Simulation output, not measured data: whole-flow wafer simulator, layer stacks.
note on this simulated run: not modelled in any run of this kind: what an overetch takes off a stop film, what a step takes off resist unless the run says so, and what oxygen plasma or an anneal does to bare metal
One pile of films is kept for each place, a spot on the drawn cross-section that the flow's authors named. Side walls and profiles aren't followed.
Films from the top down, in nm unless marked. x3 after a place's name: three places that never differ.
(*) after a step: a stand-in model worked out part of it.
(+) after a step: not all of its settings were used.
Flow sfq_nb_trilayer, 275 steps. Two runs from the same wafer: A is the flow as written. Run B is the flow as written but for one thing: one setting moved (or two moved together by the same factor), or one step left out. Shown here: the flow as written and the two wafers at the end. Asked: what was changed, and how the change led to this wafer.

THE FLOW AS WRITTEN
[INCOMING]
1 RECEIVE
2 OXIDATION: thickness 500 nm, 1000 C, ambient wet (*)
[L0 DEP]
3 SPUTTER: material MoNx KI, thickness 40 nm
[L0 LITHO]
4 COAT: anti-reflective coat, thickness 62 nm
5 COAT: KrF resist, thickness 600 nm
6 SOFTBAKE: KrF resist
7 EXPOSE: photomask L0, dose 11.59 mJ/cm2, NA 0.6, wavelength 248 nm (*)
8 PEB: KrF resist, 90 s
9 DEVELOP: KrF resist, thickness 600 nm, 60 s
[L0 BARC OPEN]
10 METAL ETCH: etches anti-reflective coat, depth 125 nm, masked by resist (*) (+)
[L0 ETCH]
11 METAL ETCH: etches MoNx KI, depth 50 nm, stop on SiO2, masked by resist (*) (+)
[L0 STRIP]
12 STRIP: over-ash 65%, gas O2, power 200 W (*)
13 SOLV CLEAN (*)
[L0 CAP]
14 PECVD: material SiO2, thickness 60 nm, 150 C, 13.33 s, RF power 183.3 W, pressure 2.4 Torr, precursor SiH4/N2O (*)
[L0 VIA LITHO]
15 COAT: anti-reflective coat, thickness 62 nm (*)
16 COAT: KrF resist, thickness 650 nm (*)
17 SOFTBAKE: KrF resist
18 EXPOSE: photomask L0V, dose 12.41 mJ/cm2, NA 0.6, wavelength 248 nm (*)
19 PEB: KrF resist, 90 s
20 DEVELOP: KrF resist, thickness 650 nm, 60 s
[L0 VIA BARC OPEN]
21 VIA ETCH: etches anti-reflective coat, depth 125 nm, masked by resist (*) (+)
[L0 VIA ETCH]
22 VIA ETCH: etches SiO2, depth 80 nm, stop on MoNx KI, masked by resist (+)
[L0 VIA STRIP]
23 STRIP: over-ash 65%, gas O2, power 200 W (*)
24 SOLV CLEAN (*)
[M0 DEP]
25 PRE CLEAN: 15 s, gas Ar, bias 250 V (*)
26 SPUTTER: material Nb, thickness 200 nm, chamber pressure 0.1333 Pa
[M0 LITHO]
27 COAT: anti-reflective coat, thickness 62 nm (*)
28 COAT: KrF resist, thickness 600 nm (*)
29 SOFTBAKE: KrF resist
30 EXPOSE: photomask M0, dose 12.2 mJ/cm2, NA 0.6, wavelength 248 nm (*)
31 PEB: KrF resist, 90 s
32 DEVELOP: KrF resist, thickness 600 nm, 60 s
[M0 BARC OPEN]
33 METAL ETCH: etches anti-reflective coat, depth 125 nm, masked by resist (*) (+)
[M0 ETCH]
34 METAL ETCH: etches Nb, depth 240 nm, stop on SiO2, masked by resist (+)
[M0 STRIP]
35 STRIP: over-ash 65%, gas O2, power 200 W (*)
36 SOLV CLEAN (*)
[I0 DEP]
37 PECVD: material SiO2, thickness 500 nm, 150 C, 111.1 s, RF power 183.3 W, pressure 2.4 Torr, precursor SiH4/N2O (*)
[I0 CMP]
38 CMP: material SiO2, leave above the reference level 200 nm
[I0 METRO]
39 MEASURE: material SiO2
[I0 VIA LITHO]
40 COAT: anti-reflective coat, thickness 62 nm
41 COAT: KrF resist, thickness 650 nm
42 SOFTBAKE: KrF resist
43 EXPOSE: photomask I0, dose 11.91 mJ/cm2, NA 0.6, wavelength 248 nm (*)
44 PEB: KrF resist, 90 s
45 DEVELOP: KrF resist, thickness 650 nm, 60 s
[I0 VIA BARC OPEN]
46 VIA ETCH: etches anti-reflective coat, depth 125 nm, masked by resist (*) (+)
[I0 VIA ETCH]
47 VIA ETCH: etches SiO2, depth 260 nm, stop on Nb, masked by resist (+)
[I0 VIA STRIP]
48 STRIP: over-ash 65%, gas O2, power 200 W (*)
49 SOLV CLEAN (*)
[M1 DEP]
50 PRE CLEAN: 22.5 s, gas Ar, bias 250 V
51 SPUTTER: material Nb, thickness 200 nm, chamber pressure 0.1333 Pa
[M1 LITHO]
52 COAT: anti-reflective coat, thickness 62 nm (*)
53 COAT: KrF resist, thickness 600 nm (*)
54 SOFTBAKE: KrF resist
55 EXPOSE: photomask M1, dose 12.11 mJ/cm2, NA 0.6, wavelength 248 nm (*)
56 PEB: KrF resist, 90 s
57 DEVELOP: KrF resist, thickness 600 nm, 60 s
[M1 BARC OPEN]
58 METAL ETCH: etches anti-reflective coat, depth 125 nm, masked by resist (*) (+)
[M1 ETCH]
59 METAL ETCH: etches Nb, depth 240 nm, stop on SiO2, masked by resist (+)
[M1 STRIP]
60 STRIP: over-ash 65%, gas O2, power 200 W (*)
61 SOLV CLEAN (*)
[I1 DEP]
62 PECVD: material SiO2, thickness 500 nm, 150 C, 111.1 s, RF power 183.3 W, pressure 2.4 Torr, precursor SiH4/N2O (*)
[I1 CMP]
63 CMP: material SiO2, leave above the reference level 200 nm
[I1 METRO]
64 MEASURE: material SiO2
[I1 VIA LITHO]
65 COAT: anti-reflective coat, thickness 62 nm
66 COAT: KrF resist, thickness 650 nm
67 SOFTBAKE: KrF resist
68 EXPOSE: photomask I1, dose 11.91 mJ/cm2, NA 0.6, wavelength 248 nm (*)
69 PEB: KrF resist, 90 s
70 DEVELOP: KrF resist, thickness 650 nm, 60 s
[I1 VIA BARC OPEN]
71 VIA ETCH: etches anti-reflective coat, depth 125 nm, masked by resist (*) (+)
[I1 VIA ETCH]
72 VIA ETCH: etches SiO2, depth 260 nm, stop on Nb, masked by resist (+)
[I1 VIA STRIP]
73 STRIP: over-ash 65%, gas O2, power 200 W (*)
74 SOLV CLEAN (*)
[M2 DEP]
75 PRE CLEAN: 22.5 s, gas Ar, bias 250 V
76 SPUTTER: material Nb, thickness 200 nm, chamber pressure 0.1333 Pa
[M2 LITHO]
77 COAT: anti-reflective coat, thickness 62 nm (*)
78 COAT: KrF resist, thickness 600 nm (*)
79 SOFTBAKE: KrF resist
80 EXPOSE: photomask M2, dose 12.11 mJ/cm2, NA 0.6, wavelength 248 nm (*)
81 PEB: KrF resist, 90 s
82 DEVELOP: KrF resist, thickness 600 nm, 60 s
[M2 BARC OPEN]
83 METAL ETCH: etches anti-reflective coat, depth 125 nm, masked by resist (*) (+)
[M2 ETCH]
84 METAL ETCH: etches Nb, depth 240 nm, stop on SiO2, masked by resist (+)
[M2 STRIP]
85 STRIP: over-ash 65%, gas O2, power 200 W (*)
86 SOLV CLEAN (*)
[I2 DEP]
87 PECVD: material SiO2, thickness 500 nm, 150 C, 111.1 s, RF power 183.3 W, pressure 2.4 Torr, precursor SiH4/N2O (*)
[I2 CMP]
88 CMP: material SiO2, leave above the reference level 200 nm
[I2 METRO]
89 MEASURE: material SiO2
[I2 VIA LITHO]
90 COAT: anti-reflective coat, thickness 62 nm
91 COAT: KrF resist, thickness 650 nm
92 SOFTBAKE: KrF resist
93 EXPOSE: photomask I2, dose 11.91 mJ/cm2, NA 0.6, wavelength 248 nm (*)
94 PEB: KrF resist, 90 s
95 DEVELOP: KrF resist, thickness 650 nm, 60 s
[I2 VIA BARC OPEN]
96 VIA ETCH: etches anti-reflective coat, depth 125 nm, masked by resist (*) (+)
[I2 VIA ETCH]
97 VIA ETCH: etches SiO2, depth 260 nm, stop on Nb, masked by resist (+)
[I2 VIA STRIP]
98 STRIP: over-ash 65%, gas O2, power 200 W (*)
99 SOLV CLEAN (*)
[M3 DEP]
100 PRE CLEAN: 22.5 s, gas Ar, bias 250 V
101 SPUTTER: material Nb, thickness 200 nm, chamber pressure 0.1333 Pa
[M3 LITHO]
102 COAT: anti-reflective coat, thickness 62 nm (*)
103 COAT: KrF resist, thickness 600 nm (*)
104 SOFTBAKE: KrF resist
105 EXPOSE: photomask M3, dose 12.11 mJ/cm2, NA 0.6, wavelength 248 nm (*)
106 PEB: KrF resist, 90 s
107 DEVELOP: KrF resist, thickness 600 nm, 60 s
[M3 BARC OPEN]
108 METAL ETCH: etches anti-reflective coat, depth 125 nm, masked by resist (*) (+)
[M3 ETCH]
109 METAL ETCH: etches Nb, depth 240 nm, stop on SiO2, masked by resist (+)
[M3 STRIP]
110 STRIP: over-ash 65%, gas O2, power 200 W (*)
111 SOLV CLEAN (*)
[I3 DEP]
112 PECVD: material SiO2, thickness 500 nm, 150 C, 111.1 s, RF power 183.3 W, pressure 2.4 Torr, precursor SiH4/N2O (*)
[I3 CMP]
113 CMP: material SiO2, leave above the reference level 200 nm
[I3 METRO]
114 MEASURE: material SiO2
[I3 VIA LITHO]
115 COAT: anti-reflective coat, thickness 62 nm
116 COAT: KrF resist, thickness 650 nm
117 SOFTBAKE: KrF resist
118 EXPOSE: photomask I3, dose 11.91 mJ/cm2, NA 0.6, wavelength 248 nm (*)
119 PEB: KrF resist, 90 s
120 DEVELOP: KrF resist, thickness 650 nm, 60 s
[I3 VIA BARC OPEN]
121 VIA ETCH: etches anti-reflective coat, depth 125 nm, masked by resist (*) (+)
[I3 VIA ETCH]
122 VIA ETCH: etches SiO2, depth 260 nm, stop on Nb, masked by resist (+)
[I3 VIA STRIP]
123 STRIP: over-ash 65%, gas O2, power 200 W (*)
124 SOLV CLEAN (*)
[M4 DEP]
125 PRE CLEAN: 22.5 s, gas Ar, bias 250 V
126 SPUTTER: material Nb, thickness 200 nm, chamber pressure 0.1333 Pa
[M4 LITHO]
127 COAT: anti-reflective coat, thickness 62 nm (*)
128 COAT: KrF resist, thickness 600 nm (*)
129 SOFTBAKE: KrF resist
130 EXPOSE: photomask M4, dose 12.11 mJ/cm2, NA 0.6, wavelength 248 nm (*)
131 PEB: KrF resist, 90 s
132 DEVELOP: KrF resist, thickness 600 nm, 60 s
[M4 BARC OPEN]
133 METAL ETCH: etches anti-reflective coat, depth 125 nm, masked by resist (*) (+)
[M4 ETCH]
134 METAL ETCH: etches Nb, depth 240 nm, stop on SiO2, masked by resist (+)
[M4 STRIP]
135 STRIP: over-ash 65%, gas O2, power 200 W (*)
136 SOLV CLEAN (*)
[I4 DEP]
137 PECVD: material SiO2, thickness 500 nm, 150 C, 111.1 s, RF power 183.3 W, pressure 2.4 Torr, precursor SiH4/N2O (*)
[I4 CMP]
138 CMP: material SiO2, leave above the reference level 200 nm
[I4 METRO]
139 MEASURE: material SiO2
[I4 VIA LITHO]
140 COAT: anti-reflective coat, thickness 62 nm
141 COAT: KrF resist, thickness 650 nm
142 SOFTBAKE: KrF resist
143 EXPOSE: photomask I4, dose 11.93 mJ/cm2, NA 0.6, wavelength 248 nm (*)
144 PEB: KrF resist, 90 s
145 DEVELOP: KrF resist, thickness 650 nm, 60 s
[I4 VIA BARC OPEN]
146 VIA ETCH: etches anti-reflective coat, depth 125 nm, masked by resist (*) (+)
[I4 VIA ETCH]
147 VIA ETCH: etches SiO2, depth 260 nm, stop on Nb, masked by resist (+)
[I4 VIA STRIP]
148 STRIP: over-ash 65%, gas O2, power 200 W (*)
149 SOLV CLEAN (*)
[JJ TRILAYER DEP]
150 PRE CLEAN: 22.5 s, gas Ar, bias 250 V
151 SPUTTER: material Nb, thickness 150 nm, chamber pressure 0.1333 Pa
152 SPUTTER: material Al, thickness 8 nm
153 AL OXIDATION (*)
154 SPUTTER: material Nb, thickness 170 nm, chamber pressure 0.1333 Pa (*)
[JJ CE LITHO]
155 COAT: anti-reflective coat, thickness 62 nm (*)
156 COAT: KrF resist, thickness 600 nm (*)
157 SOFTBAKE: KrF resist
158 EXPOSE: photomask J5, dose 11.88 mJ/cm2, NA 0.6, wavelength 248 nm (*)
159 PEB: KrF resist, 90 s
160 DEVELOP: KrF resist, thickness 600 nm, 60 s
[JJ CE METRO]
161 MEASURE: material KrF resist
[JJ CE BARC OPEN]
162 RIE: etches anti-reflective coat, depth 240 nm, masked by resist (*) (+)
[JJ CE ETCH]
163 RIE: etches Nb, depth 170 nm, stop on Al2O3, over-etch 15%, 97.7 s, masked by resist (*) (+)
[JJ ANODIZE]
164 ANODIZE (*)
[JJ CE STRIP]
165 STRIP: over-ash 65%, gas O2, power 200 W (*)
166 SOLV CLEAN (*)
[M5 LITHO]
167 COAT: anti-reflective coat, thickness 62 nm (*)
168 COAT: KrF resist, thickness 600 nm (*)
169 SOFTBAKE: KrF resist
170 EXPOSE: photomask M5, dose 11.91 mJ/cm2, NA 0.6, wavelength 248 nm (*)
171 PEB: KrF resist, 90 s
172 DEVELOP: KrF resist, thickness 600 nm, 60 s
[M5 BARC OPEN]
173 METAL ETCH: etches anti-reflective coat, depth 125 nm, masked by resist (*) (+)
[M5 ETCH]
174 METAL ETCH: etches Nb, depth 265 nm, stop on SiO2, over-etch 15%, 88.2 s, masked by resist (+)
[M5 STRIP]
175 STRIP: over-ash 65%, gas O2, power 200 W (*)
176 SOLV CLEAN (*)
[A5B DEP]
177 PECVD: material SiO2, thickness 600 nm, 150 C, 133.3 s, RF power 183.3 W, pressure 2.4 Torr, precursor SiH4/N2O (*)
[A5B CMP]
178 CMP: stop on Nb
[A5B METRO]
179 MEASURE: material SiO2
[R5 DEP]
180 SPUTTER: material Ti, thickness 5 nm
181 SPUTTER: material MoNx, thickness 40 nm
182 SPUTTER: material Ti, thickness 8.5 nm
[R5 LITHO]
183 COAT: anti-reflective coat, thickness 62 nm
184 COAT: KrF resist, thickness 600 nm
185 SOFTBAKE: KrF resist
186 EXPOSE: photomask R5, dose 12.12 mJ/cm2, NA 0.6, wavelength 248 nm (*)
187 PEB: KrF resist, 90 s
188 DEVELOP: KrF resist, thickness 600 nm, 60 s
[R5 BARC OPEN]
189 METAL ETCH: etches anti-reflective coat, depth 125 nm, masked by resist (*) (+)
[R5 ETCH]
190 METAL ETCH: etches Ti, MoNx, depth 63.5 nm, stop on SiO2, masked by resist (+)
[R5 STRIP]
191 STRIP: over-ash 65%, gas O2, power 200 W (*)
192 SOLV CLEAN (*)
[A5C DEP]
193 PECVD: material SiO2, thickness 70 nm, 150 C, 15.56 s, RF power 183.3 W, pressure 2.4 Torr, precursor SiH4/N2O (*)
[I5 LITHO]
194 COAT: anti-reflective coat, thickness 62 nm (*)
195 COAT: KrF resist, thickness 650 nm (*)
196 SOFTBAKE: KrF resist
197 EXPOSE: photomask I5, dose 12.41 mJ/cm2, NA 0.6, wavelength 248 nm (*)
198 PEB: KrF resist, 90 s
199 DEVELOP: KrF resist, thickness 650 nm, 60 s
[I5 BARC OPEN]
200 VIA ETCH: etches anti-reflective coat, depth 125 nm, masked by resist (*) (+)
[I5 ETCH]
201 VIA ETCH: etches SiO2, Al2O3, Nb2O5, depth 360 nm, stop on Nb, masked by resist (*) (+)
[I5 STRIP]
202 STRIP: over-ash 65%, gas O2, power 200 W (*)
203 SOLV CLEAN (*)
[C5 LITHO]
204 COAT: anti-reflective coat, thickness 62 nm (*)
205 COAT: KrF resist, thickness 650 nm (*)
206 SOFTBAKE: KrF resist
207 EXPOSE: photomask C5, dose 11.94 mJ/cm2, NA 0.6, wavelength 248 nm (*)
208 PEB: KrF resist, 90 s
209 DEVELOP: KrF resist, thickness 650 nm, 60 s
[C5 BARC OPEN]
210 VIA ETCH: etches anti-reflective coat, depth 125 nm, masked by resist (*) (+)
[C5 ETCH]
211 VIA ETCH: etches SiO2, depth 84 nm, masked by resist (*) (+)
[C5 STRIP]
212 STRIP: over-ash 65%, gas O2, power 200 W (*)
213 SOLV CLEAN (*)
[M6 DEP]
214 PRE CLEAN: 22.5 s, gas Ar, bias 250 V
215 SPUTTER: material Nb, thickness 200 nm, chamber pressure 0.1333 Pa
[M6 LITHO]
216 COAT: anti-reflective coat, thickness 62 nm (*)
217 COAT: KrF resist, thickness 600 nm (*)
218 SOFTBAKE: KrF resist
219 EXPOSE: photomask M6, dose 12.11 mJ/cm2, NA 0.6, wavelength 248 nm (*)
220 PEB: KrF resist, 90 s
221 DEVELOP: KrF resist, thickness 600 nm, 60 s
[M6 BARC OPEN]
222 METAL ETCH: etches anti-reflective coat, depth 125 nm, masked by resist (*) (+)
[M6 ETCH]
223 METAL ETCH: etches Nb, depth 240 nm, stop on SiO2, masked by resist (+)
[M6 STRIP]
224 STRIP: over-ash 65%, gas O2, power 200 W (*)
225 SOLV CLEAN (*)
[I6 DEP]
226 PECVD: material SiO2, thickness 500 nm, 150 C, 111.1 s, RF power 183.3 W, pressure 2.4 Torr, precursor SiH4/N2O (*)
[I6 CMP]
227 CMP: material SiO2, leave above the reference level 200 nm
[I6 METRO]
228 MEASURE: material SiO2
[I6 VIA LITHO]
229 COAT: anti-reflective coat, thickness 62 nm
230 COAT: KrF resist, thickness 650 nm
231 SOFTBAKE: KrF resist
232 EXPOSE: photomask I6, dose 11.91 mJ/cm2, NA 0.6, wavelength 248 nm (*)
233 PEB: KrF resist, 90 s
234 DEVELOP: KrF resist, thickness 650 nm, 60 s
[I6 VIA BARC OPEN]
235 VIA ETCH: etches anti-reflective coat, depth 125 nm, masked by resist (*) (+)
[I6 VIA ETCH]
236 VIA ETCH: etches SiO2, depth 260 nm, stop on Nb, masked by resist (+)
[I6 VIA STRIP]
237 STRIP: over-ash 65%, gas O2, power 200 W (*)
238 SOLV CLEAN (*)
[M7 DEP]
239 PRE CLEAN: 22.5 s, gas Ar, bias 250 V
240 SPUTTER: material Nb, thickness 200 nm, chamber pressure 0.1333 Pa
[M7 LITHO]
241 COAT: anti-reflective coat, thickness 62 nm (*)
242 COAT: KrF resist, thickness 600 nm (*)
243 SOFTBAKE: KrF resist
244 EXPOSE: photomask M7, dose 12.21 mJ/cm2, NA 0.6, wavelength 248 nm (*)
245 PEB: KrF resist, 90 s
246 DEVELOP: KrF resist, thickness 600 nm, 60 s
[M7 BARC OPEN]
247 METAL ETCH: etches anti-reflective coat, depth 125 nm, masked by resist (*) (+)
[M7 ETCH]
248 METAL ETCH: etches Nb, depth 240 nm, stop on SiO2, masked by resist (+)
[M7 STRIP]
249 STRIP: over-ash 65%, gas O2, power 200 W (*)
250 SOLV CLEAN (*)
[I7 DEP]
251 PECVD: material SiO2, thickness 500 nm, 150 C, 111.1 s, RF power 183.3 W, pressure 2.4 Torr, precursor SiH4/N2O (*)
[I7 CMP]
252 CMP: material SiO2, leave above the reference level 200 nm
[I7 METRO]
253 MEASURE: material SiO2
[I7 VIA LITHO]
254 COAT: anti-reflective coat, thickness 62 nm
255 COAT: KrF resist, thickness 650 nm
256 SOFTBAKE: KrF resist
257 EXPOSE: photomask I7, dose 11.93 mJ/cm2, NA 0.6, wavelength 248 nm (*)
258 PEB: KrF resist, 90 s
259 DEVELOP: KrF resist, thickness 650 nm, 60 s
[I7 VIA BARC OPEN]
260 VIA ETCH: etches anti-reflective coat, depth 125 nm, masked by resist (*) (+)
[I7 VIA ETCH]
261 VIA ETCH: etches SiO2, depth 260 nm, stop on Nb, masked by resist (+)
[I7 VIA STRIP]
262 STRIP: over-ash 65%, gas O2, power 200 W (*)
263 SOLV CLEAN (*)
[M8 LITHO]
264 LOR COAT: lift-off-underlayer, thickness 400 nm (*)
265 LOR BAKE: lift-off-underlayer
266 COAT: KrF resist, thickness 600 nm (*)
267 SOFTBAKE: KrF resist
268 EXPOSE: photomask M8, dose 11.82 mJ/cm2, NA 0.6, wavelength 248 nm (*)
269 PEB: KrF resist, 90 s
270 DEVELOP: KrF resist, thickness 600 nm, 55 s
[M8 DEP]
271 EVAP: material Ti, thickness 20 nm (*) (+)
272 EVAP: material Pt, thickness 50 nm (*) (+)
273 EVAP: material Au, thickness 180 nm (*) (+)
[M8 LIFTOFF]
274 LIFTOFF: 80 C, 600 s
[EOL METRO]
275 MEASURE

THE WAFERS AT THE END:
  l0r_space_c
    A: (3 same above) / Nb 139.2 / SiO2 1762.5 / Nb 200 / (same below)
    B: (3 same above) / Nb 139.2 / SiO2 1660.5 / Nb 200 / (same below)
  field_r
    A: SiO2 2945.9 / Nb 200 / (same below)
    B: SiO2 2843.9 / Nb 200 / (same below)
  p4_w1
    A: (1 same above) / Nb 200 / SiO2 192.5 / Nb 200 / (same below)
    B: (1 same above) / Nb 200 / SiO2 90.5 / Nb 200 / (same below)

The cause: step 113, CMP: leave above the reference level 98 nm was run, where the flow has leave above the reference level 200 nm.

How the change led to this, step by step:
  113 CMP: material SiO2, leave above the reference level 200 nm
      field_l, be, be_sur and 64 more: A SiO2 -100 | B SiO2 -202
      v_sur, via_wl, via_wr and 27 more: A SiO2 -300 | B SiO2 -402
      (and at 9 more places)
  122 VIA ETCH: etches SiO2, depth 260 nm, stop on Nb, masked by resist (+)
      field_l, v_sur, via_wl and 102 more: A KrF resist -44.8 | B KrF resist -25.3
      via_v: A SiO2 -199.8 (all of it) | B SiO2 -97.8 (all of it)
  123 STRIP: over-ash 65%, gas O2, power 200 W (*)
      field_l, v_sur, via_wl and 102 more: A KrF resist -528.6 (all of it), anti-reflective coat -62 (all of it) | B KrF resist -548.1 (all of it), anti-reflective coat -62 (all of it)
  126 SPUTTER: material Nb, thickness 200 nm, chamber pressure 0.1333 Pa
      via_v: A Nb +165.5 | B Nb +188.3
  127 COAT: anti-reflective coat, thickness 62 nm (*)
      via_v: A anti-reflective coat +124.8 (new film) | B anti-reflective coat +104.1 (new film)
  128 COAT: KrF resist, thickness 600 nm (*)
      via_v: A KrF resist +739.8 (new film) | B KrF resist +651.9 (new film)
  135 STRIP: over-ash 65%, gas O2, power 200 W (*)
      via_sp: A KrF resist -373.9 (all of it), anti-reflective coat -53 (all of it) | B KrF resist -382.6 (all of it), anti-reflective coat -52.6 (all of it)
      via_v: A KrF resist -521.8 (all of it), anti-reflective coat -124.8 (all of it) | B KrF resist -434.1 (all of it), anti-reflective coat -104.1 (all of it)
      (and at 1 more place)
  137 PECVD: material SiO2, thickness 500 nm, 150 C, 111.1 s, RF power 183.3 W, pressure 2.4 Torr, precursor SiH4/N2O (*)
      via_v: A SiO2 +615 (new film) | B SiO2 +500 (new film)
  138 CMP: material SiO2, leave above the reference level 200 nm
      via_v: A SiO2 -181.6 | B SiO2 -191.4
